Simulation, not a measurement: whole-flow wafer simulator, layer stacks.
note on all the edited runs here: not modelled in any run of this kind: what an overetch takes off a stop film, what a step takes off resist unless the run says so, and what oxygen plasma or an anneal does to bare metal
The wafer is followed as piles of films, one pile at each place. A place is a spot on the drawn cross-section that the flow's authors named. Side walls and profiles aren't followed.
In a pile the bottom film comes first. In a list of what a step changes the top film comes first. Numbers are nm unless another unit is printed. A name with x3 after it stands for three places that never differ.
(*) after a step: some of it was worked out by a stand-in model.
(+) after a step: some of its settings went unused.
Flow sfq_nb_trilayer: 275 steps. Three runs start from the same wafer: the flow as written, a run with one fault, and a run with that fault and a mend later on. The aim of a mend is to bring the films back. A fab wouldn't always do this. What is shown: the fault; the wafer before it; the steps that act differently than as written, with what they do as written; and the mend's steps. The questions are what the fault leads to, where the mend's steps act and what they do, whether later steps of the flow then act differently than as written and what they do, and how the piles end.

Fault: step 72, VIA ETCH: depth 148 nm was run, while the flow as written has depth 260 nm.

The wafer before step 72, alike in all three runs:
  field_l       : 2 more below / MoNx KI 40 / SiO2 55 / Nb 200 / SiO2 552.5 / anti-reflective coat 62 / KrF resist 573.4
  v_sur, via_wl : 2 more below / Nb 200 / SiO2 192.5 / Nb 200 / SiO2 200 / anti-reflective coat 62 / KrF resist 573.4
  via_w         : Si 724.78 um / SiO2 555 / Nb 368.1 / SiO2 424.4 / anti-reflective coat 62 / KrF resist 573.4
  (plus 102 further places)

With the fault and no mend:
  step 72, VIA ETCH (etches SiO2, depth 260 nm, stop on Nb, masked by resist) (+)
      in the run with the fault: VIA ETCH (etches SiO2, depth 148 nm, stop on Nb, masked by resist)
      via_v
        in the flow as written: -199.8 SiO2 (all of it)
        in the run with the fault: -148 SiO2
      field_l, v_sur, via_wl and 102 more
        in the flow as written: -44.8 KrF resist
        in the run with the fault: -25.5 KrF resist
  Later steps of the flow acting differently than as written (5 other steps are not shown; they differ only slightly, by no more than 2% or 0.5 nm, whichever is larger):
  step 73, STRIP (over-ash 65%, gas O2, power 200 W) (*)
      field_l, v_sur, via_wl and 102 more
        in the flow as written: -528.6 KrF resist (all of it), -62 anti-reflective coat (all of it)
        in the run with the fault: -547.9 KrF resist (all of it), -62 anti-reflective coat (all of it)
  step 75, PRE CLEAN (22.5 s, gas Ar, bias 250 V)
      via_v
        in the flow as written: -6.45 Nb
        in the run with the fault: -7.5 SiO2
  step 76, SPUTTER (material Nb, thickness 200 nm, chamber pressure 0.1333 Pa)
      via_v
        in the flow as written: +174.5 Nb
        in the run with the fault: +184.8 Nb (new film)
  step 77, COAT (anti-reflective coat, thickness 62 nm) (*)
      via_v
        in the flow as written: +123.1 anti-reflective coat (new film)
        in the run with the fault: +111.1 anti-reflective coat (new film)
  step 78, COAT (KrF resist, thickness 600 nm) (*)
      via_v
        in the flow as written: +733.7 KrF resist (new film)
        in the run with the fault: +692.6 KrF resist (new film)
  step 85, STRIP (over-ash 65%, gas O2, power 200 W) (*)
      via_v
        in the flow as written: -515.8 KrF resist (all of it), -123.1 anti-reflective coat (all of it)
        in the run with the fault: -474.7 KrF resist (all of it), -111.1 anti-reflective coat (all of it)
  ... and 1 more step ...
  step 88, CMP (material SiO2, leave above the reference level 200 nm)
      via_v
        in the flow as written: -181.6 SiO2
        in the run with the fault: -157.1 SiO2
  At via_v, the piles at the end differ from the flow's by more than 2% or 0.5 nm, whichever is larger.
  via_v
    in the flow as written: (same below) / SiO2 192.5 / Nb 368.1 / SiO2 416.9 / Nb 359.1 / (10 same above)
    in the run with the fault: (same below) / SiO2 192.5 / Nb 200 / SiO2 44.3 / Nb 184.8 / SiO2 355.8 / Nb 359.1 / (10 same above)

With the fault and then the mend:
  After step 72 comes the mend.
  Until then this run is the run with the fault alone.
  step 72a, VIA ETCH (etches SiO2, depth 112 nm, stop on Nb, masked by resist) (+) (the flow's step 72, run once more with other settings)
      field_l, v_sur, via_wl and 102 more
        -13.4 KrF resist
      via_v
        -51.8 SiO2 (all of it)
  Every later step of the flow that is run acts as written, at every place that is followed, to within 2% or 0.5 nm, whichever is larger.
  The piles end the same as the flow's at every place that both follow.
